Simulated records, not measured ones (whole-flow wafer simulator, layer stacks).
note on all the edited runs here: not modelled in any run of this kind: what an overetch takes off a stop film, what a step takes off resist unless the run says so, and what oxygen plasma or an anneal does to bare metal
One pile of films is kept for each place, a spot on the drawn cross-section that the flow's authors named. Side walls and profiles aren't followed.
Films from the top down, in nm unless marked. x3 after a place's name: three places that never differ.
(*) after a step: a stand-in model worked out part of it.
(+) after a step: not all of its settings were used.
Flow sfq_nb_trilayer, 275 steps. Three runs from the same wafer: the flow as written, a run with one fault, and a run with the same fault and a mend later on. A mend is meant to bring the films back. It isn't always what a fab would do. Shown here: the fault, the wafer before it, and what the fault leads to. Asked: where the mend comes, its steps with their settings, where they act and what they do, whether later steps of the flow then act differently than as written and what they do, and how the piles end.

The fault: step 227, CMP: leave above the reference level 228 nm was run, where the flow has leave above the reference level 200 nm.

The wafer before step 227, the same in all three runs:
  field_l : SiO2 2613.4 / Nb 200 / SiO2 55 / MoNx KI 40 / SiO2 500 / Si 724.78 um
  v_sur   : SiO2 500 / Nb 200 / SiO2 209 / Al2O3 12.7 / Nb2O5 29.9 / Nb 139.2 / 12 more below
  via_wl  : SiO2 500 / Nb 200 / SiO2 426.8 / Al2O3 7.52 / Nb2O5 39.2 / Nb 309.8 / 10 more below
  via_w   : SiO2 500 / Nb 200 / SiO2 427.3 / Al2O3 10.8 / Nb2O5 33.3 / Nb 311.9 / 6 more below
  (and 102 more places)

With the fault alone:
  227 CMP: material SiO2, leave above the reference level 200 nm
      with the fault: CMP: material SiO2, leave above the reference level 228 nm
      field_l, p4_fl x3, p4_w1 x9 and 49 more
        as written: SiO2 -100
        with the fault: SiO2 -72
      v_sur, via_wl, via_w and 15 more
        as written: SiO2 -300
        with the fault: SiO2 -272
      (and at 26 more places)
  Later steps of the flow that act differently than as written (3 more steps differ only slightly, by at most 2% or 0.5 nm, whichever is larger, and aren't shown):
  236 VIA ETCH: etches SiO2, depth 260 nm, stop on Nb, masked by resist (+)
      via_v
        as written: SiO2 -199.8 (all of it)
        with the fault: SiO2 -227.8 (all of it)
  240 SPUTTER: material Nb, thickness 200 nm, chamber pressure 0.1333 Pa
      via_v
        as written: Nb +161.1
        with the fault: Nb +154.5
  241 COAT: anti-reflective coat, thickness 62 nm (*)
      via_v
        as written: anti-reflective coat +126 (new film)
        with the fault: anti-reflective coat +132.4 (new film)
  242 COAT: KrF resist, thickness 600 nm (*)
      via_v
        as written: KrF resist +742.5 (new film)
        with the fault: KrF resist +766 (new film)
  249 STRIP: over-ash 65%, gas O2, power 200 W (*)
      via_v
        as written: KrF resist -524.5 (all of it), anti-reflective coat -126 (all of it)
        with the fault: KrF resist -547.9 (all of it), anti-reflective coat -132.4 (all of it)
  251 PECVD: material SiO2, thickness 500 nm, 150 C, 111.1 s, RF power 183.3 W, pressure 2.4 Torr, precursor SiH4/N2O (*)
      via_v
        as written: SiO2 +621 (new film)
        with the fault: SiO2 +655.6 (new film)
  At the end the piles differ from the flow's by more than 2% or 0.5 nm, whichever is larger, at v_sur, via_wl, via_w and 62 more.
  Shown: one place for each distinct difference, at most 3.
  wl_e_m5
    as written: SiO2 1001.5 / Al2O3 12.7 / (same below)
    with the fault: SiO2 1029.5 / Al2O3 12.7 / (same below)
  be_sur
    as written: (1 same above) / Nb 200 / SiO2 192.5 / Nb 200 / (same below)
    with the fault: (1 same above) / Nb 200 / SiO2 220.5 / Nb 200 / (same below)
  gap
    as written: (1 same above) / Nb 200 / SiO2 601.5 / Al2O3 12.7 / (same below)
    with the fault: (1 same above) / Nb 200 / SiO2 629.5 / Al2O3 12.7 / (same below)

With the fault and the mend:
  The mend comes after step 234.
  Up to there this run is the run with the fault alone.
  234a STRIP: over-ash 65%, gas O2, power 200 W (*)
      field_l, v_sur, via_wl and 102 more
        KrF resist -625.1 (all of it), anti-reflective coat -62 (all of it)
      via_v
        anti-reflective coat -62 (all of it)
  234b CMP: material SiO2, leave above the reference level 200 nm (the flow's step 227 once more)
      field_l, v_sur, via_wl and 103 more
        SiO2 -28
  234c COAT: anti-reflective coat, thickness 62 nm (the flow's step 229 once more)
      field_l, v_sur, via_wl and 103 more
        anti-reflective coat +62 (new film)
  234d COAT: KrF resist, thickness 650 nm (the flow's step 230 once more)
      field_l, v_sur, via_wl and 103 more
        KrF resist +650 (new film)
  234e SOFTBAKE: KrF resist (the flow's step 231 once more)
      changes no film at any place that is followed
  234f EXPOSE: photomask I6, dose 11.91 mJ/cm2, NA 0.6, wavelength 248 nm (*) (the flow's step 232 once more)
      changes no film at any place that is followed
  234g PEB: KrF resist, 90 s (the flow's step 233 once more)
      field_l, v_sur, via_wl and 103 more
        KrF resist -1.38
  234h DEVELOP: KrF resist, thickness 650 nm, 60 s (the flow's step 234 once more)
      field_l, v_sur, via_wl and 102 more
        KrF resist -23.5
      via_v
        KrF resist -648.6 (all of it)
  No later step of the flow acts differently than as written at any place that is followed.
  At the end the piles are the same as the flow's at every place that both follow.
